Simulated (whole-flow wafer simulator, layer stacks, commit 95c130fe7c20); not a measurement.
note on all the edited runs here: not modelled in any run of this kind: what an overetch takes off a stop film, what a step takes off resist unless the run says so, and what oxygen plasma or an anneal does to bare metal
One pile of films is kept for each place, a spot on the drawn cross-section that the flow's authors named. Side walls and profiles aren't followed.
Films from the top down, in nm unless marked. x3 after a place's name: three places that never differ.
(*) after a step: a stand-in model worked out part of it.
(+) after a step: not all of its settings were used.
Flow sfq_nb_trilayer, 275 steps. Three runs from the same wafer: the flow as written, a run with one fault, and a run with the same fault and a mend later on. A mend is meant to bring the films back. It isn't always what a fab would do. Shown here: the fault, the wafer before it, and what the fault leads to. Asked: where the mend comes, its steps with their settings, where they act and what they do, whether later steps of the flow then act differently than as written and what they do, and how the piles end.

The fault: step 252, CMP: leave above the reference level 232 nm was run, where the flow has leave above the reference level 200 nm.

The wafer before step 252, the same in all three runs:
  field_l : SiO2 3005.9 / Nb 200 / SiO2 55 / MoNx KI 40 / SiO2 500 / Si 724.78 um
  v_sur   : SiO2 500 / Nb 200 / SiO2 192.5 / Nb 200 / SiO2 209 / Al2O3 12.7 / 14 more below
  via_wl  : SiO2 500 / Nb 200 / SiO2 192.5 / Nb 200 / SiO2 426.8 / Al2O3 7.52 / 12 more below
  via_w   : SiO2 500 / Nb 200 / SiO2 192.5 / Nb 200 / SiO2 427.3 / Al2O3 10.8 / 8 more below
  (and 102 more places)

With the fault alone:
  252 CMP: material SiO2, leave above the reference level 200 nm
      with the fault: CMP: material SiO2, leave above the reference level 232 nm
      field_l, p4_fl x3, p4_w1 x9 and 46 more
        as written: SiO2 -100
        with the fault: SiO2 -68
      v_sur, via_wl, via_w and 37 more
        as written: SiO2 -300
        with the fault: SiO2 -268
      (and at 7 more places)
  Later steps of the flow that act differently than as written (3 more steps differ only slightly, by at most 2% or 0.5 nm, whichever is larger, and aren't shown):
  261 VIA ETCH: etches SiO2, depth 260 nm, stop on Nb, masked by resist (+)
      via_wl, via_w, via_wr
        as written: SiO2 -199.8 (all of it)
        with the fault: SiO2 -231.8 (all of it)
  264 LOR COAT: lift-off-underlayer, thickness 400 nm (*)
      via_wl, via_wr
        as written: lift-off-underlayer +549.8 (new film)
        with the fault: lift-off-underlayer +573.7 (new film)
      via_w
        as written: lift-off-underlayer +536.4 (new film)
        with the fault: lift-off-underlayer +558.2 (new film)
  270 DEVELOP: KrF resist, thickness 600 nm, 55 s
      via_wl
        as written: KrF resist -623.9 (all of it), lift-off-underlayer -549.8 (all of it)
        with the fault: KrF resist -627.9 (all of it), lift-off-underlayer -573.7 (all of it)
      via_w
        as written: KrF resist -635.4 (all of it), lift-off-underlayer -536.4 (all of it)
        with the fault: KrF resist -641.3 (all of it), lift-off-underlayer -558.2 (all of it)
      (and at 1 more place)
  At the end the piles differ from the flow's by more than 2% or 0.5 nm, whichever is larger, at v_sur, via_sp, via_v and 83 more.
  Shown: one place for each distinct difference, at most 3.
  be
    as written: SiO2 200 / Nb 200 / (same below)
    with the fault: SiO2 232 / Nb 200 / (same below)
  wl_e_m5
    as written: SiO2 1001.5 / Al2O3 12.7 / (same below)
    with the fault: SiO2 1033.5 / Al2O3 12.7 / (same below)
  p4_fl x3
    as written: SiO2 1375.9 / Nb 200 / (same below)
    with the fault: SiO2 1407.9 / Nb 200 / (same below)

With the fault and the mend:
  The mend comes after step 259.
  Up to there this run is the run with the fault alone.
  259a STRIP: over-ash 65%, gas O2, power 200 W (*)
      field_l, v_sur, via_sp and 100 more
        KrF resist -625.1 (all of it), anti-reflective coat -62 (all of it)
      via_wl, via_w, via_wr
        anti-reflective coat -62 (all of it)
  259b CMP: material SiO2, leave above the reference level 200 nm (the flow's step 252 once more)
      field_l, v_sur, via_wl and 103 more
        SiO2 -32
  259c COAT: anti-reflective coat, thickness 62 nm (the flow's step 254 once more)
      field_l, v_sur, via_wl and 103 more
        anti-reflective coat +62 (new film)
  259d COAT: KrF resist, thickness 650 nm (the flow's step 255 once more)
      field_l, v_sur, via_wl and 103 more
        KrF resist +650 (new film)
  259e SOFTBAKE: KrF resist (the flow's step 256 once more)
      changes no film at any place that is followed
  259f EXPOSE: photomask I7, dose 11.93 mJ/cm2, NA 0.6, wavelength 248 nm (*) (the flow's step 257 once more)
      changes no film at any place that is followed
  259g PEB: KrF resist, 90 s (the flow's step 258 once more)
      field_l, v_sur, via_wl and 103 more
        KrF resist -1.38
  259h DEVELOP: KrF resist, thickness 650 nm, 60 s (the flow's step 259 once more)
      field_l, v_sur, via_sp and 100 more
        KrF resist -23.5
      via_wl, via_w, via_wr
        KrF resist -648.6 (all of it)
  No later step of the flow acts differently than as written at any place that is followed.
  At the end the piles are the same as the flow's at every place that both follow.
